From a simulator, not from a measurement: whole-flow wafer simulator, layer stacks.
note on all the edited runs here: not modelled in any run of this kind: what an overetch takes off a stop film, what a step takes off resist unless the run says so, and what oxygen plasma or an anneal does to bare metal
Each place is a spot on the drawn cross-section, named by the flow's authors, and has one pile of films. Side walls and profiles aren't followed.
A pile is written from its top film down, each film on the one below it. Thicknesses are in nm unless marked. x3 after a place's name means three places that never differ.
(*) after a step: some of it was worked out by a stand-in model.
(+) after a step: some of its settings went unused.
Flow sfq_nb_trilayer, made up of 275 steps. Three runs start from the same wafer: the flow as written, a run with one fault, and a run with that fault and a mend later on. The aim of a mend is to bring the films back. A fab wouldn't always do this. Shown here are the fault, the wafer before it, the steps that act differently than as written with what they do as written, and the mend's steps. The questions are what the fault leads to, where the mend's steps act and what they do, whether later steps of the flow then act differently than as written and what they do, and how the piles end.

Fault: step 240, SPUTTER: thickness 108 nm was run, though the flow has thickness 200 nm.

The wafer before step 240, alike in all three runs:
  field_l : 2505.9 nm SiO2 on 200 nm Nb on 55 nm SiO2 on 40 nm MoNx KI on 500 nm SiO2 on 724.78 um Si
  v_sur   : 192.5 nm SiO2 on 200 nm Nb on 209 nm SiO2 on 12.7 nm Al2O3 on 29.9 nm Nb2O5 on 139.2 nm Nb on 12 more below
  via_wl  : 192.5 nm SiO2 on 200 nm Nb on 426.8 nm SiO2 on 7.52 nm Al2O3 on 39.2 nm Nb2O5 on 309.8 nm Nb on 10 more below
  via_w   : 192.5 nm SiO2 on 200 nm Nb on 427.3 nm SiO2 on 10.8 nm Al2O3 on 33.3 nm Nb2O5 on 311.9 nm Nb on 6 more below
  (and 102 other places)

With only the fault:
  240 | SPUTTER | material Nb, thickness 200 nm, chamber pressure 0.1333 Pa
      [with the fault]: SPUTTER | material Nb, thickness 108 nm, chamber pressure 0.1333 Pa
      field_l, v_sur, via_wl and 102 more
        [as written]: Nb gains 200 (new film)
        [with the fault]: Nb gains 108 (new film)
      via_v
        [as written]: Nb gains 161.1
        [with the fault]: Nb gains 86.8
  Steps further on in the flow that do not act as written (not shown: 3 more steps that differ only slightly, by at most 2% or 0.5 nm, whichever is larger):
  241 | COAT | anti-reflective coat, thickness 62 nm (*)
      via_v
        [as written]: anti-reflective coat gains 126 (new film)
        [with the fault]: anti-reflective coat gains 120.9 (new film)
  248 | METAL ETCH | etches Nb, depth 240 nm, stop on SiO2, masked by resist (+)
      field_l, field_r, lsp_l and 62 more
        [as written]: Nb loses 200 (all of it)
        [with the fault]: Nb loses 108 (all of it)
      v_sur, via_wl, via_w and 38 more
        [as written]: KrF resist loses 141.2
        [with the fault]: KrF resist loses 95.3
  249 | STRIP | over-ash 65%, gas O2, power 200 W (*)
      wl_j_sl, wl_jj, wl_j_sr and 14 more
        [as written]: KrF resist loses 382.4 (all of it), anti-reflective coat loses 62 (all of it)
        [with the fault]: KrF resist loses 428.3 (all of it), anti-reflective coat loses 62 (all of it)
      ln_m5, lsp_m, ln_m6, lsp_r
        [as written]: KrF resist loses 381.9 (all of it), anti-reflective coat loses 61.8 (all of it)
        [with the fault]: KrF resist loses 427.8 (all of it), anti-reflective coat loses 61.8 (all of it)
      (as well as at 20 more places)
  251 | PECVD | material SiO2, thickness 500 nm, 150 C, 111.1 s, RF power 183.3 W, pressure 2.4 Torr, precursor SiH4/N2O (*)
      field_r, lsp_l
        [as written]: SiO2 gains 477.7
        [with the fault]: SiO2 gains 487.9
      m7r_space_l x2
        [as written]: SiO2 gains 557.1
        [with the fault]: SiO2 gains 500
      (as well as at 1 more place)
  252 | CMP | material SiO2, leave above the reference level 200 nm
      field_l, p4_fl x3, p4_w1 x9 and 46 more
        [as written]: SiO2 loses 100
        [with the fault]: SiO2 loses 192
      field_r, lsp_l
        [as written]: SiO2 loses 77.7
        [with the fault]: SiO2 loses 179.9
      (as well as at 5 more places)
  By the end, the piles at field_l, v_sur, via_wl and 103 more depart from the flow's by more than 2% or 0.5 nm, whichever is larger.
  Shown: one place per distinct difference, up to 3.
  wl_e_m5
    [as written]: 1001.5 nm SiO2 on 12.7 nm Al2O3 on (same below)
    [with the fault]: 909.5 nm SiO2 on 12.7 nm Al2O3 on (same below)
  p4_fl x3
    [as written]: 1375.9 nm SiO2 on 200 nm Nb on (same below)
    [with the fault]: 1283.9 nm SiO2 on 200 nm Nb on (same below)
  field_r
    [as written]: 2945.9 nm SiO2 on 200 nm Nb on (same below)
    [with the fault]: 2853.9 nm SiO2 on 200 nm Nb on (same below)

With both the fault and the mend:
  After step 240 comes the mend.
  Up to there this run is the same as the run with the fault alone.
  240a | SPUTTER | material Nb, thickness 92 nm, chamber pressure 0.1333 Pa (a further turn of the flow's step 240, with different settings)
      field_l, v_sur, via_wl and 102 more
        Nb gains 92
      via_v
        Nb gains 71.2
  Every later step of the flow that is run acts as written, at every place that is followed, to within 2% or 0.5 nm, whichever is larger.
  The piles end only slightly different from the flow's at the places that both follow, by no more than 2% or 0.5 nm, whichever is larger.
